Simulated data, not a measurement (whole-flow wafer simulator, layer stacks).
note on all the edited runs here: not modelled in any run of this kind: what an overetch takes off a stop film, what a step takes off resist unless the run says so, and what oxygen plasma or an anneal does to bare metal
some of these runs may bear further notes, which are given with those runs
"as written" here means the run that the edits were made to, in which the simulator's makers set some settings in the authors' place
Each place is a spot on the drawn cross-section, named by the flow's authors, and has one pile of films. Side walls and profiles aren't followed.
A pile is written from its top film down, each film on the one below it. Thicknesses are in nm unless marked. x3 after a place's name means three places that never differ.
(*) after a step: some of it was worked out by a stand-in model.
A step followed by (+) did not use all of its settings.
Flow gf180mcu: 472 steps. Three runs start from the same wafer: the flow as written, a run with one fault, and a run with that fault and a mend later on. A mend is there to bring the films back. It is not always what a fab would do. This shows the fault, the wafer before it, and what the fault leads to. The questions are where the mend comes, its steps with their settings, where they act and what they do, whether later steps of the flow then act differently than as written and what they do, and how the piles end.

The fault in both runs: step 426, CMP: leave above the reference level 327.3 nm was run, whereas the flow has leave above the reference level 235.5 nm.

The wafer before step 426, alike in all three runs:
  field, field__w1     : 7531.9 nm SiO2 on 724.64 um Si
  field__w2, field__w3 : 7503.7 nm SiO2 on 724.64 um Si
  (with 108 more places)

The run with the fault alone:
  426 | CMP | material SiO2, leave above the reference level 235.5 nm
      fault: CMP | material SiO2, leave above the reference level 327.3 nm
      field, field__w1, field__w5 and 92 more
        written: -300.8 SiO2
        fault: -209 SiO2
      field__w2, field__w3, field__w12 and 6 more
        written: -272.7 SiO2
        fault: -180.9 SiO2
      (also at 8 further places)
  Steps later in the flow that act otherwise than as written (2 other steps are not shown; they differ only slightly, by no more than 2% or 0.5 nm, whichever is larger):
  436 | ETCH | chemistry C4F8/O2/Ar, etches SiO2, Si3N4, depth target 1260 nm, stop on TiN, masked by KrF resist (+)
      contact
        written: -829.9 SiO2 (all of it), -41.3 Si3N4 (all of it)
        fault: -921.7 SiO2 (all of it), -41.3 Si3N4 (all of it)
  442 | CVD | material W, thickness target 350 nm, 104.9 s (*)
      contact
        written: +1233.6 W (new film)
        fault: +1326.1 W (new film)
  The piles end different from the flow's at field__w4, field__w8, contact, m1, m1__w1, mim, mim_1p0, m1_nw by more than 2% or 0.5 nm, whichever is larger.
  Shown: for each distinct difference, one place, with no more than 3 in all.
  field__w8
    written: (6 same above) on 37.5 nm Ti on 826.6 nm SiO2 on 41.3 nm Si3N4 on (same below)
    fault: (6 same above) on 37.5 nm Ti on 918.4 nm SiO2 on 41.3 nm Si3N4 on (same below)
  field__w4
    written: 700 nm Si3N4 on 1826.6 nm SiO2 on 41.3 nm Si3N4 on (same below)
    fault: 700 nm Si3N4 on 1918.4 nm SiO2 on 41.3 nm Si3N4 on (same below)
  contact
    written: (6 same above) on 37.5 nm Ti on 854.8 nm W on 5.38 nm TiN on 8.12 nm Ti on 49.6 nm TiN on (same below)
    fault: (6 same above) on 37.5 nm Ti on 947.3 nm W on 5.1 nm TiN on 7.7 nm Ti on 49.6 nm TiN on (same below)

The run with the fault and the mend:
  The mend stands after step 434.
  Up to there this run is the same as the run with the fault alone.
  434a | STRIP | chemistry O2/N2, power 2160 W, pressure 1700 mTorr (*)
      field, field__w1, field__w2 and 108 more
        -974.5 KrF resist (all of it), -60 anti-reflective coat (all of it)
      contact
        -60 anti-reflective coat (all of it)
  434b | CMP | material SiO2, leave above the reference level 235.5 nm (the flow's step 426 again)
      field, field__w1, field__w2 and 109 more
        -91.8 SiO2
  434c | HMDS | 120 C, 60 s (the flow's step 428 again)
      does not change any film at any place that is followed
  434d | COAT | anti-reflective coat, thickness 60 nm, 182 C, 71 s (the flow's step 429 again)
      field, field__w1, field__w2 and 109 more
        +60 anti-reflective coat (new film)
  434e | COAT | KrF resist, thickness 1000 nm (the flow's step 430 again)
      field, field__w1, field__w2 and 109 more
        +1000 KrF resist (new film)
  434f | SOFTBAKE | KrF resist (the flow's step 431 again)
      does not change any film at any place that is followed
  434g | EXPOSE | photomask Via5 (the flow's step 432 again)
      does not change any film at any place that is followed
  434h | PEB | KrF resist, 135 C, 90 s (the flow's step 433 again)
      field, field__w1, field__w2 and 109 more
        -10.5 KrF resist
  434i | DEVELOP | KrF resist, thickness 1000 nm, 60 s (the flow's step 434 again)
      field, field__w1, field__w2 and 108 more
        -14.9 KrF resist
      contact
        -989.5 KrF resist (all of it)
  Later steps of the flow that are run all act as written at every place that is followed.
  At every place that both follow, the piles at the end match the flow's.
